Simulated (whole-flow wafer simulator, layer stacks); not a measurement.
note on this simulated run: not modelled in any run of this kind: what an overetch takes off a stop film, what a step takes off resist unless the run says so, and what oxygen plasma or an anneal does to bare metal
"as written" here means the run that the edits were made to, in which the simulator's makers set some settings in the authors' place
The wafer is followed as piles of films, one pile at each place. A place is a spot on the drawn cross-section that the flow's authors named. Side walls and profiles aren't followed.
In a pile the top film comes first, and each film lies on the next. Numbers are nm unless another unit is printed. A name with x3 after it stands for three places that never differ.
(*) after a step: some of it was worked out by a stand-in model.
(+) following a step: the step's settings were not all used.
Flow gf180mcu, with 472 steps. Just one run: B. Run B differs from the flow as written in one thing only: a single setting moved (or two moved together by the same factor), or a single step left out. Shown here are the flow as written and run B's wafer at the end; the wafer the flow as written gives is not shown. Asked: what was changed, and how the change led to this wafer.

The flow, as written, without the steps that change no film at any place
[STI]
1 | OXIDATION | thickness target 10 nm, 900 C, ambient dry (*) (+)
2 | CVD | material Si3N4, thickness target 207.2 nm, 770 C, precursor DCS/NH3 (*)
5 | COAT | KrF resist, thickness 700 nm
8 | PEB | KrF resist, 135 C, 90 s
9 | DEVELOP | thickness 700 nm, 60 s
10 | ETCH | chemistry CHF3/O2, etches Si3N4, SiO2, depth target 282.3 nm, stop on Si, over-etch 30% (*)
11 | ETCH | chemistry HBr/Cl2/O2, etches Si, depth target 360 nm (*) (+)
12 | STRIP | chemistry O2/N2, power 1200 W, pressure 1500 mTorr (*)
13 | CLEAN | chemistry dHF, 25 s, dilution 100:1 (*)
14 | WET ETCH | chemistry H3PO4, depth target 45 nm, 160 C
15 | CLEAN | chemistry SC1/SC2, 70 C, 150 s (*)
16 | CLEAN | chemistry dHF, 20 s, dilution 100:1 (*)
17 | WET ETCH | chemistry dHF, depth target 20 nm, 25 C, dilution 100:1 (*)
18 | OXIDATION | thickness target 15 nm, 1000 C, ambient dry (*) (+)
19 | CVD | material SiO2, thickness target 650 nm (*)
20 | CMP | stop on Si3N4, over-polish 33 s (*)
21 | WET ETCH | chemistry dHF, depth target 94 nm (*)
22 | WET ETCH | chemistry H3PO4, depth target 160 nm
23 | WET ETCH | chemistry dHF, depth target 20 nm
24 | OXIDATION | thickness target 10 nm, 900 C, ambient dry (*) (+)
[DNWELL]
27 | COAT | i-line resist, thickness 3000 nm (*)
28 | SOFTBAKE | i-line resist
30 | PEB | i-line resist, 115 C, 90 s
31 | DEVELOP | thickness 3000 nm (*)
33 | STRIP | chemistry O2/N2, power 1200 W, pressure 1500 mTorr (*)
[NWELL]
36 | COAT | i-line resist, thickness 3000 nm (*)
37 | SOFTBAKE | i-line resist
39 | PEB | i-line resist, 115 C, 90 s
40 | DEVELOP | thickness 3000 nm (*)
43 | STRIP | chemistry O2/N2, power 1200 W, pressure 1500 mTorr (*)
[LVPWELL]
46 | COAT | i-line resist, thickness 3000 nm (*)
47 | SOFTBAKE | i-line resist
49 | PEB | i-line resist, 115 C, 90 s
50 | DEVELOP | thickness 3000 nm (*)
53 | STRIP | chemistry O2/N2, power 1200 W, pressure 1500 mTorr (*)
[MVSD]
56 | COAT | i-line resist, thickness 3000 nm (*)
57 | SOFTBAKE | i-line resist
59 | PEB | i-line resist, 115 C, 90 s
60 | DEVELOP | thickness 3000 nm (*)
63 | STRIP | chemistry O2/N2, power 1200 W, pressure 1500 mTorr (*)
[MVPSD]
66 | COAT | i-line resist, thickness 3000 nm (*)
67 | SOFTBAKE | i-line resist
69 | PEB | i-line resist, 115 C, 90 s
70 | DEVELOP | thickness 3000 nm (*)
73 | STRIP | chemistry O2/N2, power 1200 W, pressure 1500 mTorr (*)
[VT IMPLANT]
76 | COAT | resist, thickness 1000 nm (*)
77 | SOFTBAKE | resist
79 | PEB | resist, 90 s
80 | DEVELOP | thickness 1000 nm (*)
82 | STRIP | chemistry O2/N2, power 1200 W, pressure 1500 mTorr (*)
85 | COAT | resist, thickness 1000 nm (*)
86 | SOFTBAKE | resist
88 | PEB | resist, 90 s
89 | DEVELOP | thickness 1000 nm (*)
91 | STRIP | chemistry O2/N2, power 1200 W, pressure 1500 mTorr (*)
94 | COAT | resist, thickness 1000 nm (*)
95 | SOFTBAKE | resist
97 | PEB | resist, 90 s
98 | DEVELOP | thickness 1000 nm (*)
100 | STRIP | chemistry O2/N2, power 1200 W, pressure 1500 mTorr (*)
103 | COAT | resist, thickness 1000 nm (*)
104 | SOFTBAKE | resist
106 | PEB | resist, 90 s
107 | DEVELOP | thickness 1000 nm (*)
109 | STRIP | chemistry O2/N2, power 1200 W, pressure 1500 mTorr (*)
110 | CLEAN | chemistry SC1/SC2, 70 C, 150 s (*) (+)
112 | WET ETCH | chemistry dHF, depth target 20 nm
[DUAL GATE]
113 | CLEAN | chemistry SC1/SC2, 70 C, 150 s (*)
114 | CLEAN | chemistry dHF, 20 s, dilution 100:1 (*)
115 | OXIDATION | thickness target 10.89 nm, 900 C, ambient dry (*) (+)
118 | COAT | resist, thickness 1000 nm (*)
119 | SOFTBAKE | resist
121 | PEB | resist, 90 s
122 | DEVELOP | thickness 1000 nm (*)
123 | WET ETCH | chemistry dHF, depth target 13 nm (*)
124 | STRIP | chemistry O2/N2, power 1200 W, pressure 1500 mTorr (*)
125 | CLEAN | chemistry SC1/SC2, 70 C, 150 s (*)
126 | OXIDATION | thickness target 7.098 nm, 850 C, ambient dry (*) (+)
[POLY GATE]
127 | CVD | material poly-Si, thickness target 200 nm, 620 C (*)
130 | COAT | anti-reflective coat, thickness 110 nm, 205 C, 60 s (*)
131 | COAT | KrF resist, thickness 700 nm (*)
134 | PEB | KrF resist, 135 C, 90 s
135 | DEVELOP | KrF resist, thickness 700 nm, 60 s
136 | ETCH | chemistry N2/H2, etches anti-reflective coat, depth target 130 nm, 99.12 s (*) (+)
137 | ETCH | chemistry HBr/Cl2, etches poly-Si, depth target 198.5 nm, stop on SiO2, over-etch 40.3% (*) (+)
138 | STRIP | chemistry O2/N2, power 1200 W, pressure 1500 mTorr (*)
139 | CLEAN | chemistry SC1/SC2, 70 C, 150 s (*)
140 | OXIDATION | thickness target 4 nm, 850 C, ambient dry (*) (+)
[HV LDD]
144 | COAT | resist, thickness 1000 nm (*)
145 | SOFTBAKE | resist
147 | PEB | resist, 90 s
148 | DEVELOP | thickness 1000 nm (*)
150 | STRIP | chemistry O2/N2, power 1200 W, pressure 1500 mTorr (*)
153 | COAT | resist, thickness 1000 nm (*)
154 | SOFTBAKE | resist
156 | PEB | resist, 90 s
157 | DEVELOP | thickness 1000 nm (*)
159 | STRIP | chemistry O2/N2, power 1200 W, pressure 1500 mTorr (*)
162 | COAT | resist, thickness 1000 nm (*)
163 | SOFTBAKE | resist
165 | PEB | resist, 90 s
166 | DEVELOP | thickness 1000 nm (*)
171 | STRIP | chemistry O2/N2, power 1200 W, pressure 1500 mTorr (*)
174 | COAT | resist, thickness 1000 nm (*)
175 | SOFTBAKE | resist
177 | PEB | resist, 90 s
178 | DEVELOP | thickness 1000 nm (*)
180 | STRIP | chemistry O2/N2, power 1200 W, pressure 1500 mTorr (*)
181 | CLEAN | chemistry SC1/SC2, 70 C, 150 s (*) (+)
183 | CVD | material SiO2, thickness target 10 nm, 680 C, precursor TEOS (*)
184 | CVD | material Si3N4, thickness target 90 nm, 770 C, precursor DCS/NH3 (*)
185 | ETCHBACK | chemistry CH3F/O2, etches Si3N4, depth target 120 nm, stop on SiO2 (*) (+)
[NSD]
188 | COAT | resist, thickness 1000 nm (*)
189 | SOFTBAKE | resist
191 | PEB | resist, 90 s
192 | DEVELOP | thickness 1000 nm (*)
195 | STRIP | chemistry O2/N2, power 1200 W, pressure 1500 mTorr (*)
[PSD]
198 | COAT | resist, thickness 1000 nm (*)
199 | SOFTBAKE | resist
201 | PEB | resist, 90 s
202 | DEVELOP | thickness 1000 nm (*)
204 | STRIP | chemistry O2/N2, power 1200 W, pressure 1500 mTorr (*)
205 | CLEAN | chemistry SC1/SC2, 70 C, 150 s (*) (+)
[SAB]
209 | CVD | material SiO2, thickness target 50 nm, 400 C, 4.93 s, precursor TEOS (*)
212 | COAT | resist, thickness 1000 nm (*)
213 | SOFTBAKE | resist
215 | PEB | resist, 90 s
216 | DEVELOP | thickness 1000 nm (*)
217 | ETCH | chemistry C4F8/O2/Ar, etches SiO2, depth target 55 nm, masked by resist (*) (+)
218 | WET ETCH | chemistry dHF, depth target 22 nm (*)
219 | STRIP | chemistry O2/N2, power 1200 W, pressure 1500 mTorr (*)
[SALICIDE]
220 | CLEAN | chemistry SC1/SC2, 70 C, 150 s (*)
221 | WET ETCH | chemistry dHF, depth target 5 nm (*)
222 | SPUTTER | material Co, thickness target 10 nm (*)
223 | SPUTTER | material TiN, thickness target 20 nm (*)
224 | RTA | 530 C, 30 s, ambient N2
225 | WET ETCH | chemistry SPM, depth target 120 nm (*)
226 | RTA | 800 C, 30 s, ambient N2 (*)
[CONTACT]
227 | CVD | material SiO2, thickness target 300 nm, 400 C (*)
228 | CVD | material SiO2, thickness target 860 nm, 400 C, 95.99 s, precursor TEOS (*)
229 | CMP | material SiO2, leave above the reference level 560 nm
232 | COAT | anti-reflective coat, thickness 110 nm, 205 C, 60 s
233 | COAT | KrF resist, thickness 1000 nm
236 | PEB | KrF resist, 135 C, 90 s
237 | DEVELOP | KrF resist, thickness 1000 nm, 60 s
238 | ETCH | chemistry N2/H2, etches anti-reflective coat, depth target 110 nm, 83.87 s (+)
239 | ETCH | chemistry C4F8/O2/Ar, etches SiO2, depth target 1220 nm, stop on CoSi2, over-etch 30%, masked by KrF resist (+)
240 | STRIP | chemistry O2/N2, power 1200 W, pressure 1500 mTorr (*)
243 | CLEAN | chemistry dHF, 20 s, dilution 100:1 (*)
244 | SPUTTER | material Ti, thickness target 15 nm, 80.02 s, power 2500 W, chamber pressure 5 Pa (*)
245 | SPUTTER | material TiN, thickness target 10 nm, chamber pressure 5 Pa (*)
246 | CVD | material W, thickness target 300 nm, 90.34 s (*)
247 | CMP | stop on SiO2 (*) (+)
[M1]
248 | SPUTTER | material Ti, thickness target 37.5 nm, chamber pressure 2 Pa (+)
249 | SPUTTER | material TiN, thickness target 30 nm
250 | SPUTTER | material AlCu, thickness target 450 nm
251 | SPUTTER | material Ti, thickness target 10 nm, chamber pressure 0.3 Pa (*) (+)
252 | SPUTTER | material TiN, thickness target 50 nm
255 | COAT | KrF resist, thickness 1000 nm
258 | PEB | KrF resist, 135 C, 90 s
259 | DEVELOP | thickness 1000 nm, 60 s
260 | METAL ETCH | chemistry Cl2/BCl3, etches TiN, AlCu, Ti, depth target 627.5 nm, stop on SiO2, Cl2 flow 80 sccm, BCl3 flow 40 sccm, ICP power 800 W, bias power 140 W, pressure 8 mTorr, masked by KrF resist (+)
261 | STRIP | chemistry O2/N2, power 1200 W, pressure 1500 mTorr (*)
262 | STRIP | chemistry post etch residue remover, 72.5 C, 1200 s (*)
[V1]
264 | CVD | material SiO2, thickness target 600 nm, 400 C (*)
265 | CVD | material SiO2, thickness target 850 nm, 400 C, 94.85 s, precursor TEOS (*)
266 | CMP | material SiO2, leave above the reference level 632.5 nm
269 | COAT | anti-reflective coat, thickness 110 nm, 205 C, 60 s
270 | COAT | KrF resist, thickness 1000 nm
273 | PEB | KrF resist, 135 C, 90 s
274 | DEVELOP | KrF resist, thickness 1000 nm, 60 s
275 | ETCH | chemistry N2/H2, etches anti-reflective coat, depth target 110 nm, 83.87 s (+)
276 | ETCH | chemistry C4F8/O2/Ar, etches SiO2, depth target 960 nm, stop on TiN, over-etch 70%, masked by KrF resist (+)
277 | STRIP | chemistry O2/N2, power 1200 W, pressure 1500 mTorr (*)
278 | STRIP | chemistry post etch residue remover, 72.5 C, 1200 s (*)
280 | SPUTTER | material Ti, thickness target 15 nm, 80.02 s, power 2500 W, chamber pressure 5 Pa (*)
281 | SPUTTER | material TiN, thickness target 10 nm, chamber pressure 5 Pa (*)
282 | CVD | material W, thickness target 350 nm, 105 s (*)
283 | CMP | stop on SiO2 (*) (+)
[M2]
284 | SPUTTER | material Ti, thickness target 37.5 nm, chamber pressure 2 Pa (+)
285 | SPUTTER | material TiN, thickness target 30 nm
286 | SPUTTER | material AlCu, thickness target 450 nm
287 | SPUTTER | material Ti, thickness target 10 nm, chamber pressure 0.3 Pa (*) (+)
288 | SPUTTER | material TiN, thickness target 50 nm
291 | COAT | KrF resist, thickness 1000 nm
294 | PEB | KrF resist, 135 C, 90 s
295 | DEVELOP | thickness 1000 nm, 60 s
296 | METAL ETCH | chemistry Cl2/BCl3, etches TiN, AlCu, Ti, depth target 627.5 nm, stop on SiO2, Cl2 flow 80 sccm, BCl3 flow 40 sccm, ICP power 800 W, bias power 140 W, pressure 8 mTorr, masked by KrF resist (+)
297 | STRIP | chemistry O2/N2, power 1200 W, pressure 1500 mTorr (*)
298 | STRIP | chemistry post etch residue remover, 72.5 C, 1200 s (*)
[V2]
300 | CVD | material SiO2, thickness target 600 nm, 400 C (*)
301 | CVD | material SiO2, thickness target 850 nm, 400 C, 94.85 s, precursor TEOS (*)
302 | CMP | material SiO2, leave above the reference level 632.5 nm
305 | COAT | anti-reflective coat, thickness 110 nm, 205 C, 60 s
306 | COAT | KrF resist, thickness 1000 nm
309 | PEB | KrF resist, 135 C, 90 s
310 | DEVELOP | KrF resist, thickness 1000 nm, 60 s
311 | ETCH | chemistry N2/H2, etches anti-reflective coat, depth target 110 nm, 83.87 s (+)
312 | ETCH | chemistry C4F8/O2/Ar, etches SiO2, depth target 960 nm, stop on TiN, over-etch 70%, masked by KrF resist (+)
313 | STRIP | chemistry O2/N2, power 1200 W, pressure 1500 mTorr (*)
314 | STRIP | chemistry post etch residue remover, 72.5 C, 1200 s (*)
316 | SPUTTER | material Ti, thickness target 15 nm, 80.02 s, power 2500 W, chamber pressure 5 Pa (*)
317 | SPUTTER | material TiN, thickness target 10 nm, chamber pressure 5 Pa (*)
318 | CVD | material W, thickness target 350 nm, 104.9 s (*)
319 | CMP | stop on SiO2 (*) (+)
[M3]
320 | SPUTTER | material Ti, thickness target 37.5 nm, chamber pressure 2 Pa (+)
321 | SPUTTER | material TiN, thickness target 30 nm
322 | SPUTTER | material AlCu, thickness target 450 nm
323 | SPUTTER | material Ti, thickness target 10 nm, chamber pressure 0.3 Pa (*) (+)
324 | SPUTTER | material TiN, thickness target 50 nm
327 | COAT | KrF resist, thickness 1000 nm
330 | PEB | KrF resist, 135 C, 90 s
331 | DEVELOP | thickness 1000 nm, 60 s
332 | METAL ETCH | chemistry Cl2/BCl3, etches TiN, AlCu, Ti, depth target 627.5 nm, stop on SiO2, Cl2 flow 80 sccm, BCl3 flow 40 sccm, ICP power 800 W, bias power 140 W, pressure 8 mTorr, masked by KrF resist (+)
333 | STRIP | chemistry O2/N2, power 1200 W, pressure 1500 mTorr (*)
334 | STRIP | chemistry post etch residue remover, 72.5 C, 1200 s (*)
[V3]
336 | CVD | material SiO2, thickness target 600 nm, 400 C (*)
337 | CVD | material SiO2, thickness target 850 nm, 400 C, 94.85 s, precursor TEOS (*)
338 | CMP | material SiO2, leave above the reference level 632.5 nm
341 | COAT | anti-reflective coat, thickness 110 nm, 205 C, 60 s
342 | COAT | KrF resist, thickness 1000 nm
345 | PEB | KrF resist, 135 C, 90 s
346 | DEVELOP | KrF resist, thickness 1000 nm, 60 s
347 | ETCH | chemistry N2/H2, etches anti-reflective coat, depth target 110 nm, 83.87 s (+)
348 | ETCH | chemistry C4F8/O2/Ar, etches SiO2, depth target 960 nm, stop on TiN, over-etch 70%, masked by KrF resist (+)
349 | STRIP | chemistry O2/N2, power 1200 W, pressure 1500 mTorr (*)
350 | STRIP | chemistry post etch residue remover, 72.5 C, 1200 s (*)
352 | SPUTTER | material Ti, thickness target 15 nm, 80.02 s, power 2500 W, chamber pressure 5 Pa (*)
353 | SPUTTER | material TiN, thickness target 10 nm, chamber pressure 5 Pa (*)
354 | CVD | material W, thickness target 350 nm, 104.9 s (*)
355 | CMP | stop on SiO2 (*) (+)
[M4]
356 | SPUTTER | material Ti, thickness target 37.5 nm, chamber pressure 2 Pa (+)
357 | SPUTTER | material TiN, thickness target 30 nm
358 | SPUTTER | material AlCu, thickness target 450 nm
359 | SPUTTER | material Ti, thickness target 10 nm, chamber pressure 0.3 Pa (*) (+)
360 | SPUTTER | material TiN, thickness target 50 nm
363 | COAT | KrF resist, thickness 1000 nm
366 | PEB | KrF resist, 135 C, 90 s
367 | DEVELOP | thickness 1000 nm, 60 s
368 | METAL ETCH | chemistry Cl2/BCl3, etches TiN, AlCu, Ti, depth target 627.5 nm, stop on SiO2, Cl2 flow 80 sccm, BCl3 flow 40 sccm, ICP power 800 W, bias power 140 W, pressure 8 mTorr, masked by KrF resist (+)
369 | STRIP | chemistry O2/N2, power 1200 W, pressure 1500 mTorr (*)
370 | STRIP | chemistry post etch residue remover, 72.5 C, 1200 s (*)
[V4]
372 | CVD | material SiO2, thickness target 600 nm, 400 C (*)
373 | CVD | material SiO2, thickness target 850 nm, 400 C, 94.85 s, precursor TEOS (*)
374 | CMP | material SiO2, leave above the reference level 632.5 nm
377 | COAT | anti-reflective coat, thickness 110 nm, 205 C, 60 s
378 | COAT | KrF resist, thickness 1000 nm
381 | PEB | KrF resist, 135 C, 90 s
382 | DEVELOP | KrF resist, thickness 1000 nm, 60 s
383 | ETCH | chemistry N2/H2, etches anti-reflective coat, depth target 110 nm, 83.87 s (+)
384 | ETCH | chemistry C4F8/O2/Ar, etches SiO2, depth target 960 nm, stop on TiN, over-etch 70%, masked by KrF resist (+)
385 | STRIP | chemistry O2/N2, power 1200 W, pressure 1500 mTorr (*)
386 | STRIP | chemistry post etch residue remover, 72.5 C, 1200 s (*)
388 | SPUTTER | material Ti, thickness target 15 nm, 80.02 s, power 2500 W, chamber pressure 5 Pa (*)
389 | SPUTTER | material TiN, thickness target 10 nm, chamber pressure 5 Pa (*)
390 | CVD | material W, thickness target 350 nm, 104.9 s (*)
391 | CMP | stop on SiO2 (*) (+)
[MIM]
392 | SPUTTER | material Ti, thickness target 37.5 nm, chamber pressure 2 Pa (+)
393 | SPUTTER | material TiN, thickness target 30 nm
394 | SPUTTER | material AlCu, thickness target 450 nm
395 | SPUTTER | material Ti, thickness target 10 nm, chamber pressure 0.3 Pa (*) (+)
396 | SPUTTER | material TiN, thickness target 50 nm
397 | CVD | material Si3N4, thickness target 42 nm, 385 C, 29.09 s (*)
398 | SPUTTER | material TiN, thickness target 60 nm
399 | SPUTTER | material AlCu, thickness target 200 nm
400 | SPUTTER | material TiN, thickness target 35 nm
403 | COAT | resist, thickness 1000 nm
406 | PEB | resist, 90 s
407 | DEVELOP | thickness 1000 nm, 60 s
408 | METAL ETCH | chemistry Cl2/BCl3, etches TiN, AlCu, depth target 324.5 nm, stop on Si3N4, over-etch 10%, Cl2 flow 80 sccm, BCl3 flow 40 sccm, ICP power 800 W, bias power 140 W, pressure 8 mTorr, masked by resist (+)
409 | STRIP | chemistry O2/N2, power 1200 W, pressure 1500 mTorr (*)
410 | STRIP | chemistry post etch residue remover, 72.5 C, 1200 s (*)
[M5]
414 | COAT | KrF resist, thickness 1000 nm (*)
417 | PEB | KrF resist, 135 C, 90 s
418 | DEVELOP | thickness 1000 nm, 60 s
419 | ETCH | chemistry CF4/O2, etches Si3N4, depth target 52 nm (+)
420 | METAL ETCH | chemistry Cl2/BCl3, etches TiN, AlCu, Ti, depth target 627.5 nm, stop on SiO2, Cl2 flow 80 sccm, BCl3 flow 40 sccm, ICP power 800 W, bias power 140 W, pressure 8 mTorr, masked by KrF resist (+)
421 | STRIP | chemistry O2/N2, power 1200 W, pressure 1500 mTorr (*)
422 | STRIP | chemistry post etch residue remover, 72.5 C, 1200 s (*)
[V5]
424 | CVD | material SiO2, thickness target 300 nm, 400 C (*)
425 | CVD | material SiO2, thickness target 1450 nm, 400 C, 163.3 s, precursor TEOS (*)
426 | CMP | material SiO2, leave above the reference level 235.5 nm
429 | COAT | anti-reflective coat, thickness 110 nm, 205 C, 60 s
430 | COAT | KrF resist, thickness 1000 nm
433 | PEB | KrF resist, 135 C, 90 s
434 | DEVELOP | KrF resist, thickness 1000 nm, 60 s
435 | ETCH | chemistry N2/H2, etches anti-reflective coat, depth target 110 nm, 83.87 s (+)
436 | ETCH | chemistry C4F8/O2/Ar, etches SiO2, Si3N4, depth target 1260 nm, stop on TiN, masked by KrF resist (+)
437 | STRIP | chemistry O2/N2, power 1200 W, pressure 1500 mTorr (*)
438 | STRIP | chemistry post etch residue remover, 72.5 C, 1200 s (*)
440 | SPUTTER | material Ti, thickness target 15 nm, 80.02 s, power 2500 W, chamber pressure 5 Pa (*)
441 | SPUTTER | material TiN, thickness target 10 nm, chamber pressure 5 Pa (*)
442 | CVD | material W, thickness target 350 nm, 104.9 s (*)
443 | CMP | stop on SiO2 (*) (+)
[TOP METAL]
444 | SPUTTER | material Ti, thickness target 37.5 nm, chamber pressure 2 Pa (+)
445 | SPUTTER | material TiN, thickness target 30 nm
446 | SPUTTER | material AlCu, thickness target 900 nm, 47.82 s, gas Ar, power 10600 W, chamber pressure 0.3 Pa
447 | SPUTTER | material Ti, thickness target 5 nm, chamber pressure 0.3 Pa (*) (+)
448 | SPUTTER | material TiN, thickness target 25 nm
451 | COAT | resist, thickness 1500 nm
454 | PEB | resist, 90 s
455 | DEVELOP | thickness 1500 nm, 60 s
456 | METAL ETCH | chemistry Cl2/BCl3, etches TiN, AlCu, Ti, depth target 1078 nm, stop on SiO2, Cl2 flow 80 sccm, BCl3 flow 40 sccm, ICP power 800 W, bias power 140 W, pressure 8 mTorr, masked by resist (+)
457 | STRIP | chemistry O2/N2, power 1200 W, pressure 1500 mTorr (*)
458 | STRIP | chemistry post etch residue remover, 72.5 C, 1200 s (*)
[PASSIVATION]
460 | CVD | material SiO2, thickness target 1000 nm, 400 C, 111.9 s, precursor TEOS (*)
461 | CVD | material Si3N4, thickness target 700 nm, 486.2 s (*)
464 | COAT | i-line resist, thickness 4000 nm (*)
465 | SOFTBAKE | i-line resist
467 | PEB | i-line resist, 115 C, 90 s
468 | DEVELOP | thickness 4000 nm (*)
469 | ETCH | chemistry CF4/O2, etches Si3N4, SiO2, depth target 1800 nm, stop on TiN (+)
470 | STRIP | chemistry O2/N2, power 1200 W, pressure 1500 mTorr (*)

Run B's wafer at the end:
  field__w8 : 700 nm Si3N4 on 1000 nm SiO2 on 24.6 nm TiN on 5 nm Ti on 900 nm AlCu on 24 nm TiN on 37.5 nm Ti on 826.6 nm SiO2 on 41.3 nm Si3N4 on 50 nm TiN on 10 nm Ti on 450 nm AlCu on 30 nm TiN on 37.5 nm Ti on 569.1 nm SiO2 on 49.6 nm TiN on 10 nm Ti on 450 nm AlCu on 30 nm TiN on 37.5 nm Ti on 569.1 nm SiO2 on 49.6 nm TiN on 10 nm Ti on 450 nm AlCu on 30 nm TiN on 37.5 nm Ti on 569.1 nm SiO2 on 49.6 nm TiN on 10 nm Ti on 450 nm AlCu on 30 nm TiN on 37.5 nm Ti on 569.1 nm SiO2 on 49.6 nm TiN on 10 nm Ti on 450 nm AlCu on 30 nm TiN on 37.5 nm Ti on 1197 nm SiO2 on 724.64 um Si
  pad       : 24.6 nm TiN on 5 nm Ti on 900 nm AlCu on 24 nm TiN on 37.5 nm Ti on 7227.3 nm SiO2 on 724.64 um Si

The reason: step 445, SPUTTER: thickness target 24 nm was run, whereas the flow has thickness target 30 nm.
One can read it off the wafer: field__w8 has TiN 24, and step 445 as written asks for 30 nm.

How this came from the change, step by step:
  445 | SPUTTER | material TiN, thickness target 30 nm
      field, field__w1, field__w2 and 109 more: TiN gains 24 (new film) (in the flow as written it would be: TiN gains 30 (new film))
  456 | METAL ETCH | chemistry Cl2/BCl3, etches TiN, AlCu, Ti, depth target 1078 nm, stop on SiO2, Cl2 flow 80 sccm, BCl3 flow 40 sccm, ICP power 800 W, bias power 140 W, pressure 8 mTorr, masked by resist (+)
      field, field__w1, field__w2 and 103 more: TiN loses 25 (all of it), Ti loses 5 (all of it), AlCu loses 900 (all of it), TiN loses 24 (all of it), Ti loses 37.5 (all of it) (in the flow as written it would be: TiN loses 25 (all of it), Ti loses 5 (all of it), AlCu loses 900 (all of it), TiN loses 30 (all of it), Ti loses 37.5 (all of it))
